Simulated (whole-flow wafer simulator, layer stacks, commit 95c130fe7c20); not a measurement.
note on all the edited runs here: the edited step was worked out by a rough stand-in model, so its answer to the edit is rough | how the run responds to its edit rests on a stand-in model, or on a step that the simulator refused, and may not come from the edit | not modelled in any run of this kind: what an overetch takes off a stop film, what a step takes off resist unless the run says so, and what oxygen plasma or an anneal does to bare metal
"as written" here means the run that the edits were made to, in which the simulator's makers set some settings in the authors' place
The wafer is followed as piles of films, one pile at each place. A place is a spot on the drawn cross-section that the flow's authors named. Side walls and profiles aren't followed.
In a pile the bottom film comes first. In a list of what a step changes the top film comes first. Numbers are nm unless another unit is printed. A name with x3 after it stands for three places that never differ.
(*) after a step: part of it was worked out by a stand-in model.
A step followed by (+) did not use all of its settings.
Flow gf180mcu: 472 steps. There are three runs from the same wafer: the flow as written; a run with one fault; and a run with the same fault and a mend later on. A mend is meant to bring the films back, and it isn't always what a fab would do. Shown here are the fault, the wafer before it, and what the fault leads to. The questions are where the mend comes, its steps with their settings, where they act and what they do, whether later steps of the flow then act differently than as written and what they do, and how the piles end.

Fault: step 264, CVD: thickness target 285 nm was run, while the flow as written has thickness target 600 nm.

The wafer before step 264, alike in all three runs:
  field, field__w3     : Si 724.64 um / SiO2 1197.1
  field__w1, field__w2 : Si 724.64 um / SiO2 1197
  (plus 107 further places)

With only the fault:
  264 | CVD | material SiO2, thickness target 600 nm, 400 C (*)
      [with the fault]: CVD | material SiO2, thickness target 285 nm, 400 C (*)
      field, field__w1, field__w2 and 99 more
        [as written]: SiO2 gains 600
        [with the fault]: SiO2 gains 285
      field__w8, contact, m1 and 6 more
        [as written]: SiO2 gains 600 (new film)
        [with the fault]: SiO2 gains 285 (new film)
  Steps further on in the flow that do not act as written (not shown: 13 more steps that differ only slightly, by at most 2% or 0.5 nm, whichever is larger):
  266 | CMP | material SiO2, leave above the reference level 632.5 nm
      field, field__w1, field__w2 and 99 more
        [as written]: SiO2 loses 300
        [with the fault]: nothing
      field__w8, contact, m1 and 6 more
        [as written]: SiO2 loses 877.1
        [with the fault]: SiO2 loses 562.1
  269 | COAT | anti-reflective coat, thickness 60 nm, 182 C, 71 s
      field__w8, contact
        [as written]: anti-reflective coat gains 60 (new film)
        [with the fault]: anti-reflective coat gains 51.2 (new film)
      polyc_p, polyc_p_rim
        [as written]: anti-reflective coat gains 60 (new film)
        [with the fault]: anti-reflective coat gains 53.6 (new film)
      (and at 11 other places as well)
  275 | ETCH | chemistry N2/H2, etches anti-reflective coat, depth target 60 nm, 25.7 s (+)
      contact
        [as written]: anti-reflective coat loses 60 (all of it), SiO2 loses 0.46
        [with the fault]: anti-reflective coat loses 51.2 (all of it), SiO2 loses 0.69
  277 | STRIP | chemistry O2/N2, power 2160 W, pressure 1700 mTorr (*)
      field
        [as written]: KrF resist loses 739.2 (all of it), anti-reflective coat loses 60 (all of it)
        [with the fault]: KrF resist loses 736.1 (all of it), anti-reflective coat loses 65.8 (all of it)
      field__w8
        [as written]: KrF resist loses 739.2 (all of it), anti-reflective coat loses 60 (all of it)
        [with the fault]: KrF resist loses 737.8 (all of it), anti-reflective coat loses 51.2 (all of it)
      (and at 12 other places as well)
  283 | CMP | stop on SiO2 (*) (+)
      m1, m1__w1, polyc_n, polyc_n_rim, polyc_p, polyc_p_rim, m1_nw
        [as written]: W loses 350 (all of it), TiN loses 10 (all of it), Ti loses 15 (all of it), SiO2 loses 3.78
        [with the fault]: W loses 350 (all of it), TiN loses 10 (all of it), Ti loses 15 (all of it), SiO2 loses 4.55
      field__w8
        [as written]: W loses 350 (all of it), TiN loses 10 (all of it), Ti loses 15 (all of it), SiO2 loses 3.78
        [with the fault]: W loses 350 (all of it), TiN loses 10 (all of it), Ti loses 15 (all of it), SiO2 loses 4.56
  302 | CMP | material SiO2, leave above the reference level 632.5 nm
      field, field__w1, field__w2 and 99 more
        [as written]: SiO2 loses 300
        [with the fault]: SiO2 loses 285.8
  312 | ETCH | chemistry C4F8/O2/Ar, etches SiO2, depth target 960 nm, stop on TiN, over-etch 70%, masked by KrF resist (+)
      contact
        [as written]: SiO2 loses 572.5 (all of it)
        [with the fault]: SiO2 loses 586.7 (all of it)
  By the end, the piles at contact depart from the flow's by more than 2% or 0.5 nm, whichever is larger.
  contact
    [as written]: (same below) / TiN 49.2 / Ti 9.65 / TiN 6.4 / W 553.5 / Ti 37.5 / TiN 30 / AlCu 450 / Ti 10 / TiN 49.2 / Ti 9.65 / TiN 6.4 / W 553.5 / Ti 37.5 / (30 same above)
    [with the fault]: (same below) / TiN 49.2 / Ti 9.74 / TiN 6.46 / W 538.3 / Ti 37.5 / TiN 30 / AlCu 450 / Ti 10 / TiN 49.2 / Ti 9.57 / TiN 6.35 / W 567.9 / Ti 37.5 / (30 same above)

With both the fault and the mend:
  After step 264 comes the mend.
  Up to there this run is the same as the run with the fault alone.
  264a | CVD | material SiO2, thickness target 315 nm, 400 C (*) (a further turn of the flow's step 264, with different settings)
      field, field__w1, field__w2 and 108 more
        SiO2 gains 315
  None of the later steps of the flow acts differently than as written at any place that is followed.
  The piles end the same as the flow's at every place that both follow.
